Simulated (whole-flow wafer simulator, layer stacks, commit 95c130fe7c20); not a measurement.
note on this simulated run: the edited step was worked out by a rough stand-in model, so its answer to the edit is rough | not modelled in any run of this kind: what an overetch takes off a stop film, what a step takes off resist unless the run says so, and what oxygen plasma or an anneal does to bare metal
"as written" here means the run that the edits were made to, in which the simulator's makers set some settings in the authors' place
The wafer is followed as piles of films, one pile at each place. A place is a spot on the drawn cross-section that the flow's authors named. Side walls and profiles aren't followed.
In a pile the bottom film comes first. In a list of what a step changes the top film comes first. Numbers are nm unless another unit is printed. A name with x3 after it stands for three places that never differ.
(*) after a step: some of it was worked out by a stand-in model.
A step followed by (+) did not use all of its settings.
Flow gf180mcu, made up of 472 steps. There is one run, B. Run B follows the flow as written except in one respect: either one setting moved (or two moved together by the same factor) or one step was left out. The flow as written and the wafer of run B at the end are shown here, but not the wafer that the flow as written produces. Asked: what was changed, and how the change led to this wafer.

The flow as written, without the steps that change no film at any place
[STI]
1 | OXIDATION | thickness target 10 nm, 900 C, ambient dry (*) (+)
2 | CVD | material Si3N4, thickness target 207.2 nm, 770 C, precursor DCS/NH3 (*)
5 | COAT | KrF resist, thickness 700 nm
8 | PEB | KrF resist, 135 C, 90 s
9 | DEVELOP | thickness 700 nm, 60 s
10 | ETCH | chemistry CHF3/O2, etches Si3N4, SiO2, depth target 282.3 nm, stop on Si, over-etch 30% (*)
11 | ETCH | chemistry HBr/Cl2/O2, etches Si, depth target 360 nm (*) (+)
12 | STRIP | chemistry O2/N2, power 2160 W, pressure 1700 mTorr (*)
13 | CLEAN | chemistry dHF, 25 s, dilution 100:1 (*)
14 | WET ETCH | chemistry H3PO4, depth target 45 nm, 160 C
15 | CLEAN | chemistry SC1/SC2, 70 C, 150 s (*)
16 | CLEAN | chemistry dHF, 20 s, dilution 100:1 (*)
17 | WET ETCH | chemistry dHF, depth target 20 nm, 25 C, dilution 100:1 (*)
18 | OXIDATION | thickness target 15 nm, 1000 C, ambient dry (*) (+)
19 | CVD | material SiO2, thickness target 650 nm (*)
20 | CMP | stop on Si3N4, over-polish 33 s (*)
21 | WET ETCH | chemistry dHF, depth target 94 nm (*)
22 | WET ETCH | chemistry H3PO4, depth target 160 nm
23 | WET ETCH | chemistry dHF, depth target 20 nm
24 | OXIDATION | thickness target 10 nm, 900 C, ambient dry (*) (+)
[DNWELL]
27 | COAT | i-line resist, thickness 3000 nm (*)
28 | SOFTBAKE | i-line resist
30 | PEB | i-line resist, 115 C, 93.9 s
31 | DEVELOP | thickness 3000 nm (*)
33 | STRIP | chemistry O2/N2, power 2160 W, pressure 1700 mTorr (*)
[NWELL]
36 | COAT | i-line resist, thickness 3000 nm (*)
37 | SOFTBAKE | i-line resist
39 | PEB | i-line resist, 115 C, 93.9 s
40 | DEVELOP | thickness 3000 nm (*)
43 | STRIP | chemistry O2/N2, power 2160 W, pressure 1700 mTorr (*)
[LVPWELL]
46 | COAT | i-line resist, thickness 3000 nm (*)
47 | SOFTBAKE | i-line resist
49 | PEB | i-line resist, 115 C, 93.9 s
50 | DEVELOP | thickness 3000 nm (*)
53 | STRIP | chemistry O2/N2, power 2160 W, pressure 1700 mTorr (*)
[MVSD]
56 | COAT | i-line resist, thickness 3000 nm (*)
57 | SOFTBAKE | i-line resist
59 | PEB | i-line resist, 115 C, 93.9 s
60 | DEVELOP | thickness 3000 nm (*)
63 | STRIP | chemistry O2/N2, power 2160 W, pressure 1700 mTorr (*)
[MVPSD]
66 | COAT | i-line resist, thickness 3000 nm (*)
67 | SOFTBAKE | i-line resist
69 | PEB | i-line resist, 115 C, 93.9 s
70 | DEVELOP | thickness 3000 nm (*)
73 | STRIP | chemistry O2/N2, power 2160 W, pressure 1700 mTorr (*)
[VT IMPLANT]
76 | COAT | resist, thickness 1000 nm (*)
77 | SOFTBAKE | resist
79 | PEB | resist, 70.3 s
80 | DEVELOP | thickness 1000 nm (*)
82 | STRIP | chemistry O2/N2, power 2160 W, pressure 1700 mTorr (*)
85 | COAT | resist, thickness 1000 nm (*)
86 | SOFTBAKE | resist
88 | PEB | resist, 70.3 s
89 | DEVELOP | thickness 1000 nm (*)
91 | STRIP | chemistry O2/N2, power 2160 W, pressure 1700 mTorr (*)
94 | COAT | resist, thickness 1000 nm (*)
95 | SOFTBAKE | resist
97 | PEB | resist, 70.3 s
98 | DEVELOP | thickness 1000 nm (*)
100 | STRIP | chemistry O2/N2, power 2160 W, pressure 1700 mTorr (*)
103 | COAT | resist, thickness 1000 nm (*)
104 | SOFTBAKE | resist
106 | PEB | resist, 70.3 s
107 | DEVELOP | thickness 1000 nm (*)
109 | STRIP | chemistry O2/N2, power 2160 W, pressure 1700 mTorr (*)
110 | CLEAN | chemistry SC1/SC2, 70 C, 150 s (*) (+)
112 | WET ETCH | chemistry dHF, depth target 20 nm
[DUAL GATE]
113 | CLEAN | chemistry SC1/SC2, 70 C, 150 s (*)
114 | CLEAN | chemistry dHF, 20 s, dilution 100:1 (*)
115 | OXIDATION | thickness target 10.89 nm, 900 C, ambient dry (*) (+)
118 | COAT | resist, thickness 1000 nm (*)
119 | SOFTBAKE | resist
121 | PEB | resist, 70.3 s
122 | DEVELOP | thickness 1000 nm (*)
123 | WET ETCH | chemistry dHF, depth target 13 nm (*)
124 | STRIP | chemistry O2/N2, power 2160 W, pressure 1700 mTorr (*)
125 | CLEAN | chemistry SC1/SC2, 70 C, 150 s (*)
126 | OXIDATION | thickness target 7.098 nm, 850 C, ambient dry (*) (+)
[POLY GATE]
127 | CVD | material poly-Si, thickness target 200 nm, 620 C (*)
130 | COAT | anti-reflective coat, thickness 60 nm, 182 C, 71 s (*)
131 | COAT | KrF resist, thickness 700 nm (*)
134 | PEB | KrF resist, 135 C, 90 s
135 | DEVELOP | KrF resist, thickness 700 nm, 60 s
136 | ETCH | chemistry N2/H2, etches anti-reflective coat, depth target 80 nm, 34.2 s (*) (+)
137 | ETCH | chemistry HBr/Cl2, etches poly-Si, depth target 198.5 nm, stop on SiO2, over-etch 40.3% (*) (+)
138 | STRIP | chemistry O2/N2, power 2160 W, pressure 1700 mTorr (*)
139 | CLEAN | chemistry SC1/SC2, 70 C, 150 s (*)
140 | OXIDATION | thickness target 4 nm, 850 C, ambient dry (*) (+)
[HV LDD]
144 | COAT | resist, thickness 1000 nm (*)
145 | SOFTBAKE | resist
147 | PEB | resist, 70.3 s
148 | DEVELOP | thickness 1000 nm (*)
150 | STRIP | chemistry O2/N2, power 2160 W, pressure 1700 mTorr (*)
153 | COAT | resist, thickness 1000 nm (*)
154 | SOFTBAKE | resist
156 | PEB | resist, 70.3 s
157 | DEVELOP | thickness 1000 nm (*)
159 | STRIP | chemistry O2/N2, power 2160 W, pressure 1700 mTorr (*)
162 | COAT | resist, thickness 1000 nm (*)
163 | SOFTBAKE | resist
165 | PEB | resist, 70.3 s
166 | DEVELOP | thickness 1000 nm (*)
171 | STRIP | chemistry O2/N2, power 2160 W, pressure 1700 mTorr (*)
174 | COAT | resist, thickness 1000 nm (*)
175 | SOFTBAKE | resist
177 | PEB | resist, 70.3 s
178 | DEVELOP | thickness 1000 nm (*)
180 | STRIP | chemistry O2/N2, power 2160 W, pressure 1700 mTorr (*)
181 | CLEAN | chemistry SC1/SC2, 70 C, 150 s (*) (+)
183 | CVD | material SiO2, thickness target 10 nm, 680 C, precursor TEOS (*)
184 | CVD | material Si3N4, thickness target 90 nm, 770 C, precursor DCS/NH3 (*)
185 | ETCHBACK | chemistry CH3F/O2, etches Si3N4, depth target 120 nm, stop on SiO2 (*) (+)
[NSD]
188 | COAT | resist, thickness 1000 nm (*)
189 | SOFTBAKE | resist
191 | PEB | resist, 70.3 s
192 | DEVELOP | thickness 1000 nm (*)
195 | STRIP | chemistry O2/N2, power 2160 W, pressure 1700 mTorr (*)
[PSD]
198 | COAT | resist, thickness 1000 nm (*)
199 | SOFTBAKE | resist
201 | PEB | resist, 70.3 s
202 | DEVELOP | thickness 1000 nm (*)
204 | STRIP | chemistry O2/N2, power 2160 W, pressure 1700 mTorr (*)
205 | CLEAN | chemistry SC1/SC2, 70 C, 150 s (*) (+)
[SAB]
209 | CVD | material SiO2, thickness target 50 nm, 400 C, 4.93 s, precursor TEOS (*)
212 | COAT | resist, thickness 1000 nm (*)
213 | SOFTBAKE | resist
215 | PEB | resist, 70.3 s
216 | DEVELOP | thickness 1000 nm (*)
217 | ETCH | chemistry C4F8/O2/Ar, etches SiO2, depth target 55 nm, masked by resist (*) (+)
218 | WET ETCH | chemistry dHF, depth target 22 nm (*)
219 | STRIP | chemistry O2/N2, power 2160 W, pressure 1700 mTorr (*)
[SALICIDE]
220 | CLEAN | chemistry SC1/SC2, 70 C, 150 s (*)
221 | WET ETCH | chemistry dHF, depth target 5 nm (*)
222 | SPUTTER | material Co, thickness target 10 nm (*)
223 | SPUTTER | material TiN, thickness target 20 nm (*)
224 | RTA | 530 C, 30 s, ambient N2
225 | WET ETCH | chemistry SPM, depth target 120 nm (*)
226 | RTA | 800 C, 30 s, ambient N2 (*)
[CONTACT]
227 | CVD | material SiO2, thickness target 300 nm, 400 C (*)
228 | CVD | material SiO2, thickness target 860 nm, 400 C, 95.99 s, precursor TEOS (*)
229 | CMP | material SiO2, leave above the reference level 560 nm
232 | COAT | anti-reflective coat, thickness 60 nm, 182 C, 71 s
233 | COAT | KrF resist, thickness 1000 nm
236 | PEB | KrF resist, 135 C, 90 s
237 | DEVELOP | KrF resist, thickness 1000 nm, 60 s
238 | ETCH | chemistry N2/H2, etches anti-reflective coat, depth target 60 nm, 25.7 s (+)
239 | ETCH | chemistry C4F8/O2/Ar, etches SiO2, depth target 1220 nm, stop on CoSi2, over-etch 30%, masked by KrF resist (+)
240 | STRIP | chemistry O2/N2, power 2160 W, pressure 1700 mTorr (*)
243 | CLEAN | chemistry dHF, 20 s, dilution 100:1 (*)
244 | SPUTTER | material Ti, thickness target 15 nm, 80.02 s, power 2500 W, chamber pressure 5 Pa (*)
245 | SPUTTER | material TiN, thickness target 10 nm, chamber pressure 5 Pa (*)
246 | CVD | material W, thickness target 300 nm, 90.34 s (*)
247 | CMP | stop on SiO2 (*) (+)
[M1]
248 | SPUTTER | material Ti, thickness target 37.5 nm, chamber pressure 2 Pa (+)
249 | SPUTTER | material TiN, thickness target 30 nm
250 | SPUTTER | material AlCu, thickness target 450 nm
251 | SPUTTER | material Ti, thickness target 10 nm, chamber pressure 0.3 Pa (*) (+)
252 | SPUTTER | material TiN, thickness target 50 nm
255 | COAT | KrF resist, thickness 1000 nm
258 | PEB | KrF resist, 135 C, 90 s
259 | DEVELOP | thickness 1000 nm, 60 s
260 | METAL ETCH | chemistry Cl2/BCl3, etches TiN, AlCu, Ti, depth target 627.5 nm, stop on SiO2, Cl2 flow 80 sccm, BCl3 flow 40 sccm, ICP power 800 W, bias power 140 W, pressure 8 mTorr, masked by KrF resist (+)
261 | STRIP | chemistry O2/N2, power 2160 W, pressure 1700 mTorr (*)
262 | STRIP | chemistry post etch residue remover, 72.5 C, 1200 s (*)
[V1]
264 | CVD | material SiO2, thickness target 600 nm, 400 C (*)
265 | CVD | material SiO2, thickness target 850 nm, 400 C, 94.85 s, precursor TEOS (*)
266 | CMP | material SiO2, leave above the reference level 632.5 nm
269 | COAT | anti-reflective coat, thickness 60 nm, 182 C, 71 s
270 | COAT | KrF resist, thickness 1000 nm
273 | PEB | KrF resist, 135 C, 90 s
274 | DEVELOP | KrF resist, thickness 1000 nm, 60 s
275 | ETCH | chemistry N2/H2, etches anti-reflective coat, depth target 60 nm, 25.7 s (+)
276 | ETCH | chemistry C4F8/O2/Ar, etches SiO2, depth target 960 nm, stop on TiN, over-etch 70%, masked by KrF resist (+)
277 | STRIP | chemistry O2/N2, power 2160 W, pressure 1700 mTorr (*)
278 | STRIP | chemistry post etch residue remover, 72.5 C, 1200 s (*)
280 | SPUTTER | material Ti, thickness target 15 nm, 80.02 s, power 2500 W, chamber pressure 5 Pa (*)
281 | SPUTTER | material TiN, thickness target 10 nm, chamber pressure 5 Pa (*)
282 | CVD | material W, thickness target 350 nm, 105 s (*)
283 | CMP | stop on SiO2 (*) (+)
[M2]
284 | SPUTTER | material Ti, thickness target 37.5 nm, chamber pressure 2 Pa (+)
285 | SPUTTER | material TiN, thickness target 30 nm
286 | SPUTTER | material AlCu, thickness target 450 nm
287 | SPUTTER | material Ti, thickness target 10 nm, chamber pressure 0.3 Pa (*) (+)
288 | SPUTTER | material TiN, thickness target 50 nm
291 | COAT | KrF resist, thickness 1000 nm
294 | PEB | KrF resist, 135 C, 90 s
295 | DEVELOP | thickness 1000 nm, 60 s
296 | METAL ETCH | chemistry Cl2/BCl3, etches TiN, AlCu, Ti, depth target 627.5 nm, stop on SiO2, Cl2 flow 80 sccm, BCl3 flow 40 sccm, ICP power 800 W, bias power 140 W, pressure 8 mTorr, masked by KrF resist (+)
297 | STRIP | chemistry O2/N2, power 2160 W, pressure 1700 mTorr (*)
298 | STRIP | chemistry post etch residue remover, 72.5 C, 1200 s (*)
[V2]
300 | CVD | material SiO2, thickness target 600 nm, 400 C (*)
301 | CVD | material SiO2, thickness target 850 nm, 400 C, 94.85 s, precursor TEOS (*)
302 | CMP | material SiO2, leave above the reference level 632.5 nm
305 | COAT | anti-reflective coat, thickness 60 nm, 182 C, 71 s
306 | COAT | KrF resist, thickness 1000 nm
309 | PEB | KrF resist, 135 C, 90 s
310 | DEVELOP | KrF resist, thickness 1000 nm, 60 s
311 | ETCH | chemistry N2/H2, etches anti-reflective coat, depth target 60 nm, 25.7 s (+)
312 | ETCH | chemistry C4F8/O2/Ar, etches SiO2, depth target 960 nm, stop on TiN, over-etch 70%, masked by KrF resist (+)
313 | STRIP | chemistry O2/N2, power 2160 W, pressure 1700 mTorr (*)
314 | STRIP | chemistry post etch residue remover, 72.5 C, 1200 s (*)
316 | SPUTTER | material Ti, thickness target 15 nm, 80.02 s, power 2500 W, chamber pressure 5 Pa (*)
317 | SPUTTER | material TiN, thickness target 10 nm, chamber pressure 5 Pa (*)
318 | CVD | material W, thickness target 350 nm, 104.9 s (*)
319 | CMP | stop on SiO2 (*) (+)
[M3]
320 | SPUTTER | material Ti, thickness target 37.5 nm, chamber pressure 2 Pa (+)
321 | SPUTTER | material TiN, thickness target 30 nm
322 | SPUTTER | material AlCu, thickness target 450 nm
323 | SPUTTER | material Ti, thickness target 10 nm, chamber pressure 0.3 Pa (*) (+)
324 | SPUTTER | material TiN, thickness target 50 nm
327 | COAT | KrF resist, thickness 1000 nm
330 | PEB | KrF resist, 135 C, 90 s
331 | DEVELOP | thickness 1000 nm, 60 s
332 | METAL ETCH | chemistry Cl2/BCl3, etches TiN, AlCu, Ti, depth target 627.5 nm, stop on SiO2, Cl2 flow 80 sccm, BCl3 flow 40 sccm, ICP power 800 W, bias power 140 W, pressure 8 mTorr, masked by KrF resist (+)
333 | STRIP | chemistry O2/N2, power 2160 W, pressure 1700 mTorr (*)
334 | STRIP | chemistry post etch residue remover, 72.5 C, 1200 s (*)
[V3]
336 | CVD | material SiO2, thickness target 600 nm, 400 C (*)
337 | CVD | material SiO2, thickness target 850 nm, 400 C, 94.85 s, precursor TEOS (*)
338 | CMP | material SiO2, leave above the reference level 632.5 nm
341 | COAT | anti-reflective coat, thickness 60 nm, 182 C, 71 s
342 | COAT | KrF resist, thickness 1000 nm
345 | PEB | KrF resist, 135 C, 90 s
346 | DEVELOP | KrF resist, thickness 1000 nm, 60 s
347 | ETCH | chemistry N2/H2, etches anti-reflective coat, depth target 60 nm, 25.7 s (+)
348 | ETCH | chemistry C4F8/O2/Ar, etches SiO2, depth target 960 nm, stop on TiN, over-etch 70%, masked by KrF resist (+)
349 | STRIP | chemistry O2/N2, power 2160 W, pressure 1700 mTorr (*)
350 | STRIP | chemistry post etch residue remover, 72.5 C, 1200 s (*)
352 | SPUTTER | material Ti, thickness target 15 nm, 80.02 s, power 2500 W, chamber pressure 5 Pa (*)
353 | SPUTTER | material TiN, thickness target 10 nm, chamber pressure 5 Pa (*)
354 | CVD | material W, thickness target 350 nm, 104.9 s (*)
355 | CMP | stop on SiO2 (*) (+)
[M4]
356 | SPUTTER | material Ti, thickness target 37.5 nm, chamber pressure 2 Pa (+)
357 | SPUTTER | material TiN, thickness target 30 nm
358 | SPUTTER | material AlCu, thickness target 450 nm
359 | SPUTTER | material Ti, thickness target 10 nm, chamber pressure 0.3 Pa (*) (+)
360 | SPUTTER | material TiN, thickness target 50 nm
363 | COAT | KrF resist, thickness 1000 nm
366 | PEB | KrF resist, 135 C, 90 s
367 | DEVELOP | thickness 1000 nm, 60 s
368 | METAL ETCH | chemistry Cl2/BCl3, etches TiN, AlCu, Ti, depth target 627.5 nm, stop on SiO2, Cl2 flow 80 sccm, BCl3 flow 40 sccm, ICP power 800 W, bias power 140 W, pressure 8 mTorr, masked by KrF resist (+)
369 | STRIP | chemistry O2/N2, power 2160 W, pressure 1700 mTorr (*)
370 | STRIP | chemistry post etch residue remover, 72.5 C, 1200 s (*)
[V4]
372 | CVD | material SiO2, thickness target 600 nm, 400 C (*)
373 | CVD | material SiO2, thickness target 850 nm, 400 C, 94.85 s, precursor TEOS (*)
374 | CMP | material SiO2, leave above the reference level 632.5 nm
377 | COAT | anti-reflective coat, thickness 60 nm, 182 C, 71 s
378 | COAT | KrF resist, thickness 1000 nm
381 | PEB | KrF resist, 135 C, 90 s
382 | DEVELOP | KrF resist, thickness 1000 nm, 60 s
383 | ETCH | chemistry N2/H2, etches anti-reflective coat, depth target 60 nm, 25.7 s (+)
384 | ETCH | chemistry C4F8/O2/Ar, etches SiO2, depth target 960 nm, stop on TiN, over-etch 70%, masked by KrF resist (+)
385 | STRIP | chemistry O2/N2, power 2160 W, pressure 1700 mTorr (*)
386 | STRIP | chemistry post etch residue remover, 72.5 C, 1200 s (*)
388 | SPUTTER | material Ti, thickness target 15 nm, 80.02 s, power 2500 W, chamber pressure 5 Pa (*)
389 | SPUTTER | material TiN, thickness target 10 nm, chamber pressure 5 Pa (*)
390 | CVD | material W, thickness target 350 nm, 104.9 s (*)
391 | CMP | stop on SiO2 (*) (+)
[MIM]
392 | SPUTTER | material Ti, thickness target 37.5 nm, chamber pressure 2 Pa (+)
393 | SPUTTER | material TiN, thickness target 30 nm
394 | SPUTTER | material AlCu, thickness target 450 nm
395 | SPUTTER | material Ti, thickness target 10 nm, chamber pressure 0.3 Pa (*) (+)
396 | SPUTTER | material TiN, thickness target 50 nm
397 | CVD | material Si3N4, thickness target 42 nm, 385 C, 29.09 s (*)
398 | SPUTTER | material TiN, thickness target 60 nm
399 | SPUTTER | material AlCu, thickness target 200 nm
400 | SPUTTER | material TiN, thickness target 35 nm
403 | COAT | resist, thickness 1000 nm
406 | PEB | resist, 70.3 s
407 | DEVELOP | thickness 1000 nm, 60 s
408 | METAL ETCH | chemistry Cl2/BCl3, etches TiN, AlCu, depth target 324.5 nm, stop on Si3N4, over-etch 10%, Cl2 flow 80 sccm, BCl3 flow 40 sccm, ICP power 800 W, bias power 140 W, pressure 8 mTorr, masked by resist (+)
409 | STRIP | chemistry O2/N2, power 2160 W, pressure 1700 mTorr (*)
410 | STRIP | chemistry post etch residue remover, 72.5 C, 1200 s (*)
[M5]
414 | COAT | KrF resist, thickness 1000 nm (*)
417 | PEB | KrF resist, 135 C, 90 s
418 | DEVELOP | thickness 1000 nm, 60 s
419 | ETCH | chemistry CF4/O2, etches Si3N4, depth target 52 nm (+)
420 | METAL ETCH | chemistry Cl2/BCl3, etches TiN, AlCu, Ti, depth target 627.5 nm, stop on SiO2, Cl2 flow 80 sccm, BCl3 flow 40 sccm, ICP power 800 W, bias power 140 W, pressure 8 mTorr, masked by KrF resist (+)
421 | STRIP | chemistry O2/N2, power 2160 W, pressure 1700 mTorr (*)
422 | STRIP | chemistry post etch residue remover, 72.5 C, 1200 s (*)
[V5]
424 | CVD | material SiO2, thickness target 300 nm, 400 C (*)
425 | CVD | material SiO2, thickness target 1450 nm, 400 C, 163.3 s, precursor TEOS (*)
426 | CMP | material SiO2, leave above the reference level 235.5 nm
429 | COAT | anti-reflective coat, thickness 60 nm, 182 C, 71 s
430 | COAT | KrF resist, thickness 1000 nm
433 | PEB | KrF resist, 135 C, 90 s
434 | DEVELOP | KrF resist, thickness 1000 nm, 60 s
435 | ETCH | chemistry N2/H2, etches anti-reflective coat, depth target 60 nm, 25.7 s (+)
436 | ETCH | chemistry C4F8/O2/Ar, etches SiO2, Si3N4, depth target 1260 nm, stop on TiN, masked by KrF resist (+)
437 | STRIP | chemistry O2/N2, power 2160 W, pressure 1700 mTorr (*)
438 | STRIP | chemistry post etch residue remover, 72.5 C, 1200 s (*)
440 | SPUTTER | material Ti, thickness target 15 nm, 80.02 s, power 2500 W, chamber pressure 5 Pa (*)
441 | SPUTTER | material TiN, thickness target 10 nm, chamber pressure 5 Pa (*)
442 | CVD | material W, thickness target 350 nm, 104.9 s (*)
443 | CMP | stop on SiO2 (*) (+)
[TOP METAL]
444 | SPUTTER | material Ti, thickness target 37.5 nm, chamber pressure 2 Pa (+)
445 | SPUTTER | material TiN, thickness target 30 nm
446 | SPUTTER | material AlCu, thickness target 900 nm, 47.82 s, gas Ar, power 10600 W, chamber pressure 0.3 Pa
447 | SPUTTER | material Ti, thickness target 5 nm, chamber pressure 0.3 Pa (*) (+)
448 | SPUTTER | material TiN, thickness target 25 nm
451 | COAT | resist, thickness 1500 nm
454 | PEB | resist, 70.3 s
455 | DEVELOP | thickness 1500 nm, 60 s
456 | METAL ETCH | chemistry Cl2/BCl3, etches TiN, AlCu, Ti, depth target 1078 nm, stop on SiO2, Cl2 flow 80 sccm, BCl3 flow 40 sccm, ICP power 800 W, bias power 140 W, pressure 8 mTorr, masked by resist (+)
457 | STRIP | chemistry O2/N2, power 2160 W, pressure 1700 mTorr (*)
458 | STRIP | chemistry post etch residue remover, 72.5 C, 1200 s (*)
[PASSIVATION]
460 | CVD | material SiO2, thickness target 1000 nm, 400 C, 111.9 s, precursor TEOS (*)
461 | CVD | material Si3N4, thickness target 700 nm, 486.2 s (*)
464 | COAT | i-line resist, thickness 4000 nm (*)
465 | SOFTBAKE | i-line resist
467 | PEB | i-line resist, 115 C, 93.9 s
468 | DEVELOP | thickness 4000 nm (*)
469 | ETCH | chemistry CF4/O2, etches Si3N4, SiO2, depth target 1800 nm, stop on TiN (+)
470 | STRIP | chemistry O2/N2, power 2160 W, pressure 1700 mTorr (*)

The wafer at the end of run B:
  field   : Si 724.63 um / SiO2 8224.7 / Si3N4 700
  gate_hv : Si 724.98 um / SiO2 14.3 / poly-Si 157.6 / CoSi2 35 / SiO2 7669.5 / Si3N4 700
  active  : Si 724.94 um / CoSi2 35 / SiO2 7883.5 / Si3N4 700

Cause: step 140, OXIDATION: 977 C was run, though the flow has 850 C.

How this came from the change, step by step:
  140 | OXIDATION | thickness target 4 nm, 850 C, ambient dry (*) (+)
      gate, gate_hv, gate_p and 25 more: +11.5 SiO2 (new film), -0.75 chemical SiO2 (all of it), -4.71 poly-Si (in the flow as written it would be: +4 SiO2 (new film), -0.75 chemical SiO2 (all of it), -1.43 poly-Si)
      active_hv, active_nat, ld_sd_n and 11 more: +5.76 SiO2, -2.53 Si (in the flow as written it would be: +0.96 SiO2, -0.42 Si)
      (as well as at 50 more places)
  189 | SOFTBAKE | resist
      field__w9: -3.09 resist (in the flow as written it would be: +6.92 resist)
      active_nat: +9.42 resist (in the flow as written it would be: +5.49 resist)
  199 | SOFTBAKE | resist
      field__w9: -3.09 resist (in the flow as written it would be: +6.92 resist)
      active_nat: +9.42 resist (in the flow as written it would be: +5.49 resist)
  218 | WET ETCH | chemistry dHF, depth target 22 nm (*)
      gate, gate_hv, gate_p and 23 more: -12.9 SiO2 (all of it) (in the flow as written it would be: -5.48 SiO2 (all of it))
      active, p_well, sd_n, iso_ptap_pw, iso_ntap_nw, iso_ptap_sub, vpnp_e: -15.7 SiO2 (all of it) (in the flow as written it would be: -9.01 SiO2 (all of it))
      (as well as at 16 more places)
  229 | CMP | material SiO2, leave above the reference level 560 nm
      n_well: -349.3 SiO2 (in the flow as written it would be: -342 SiO2)
      nplus_u: -346.2 SiO2 (in the flow as written it would be: -338.8 SiO2)
      (as well as at 1 more place)
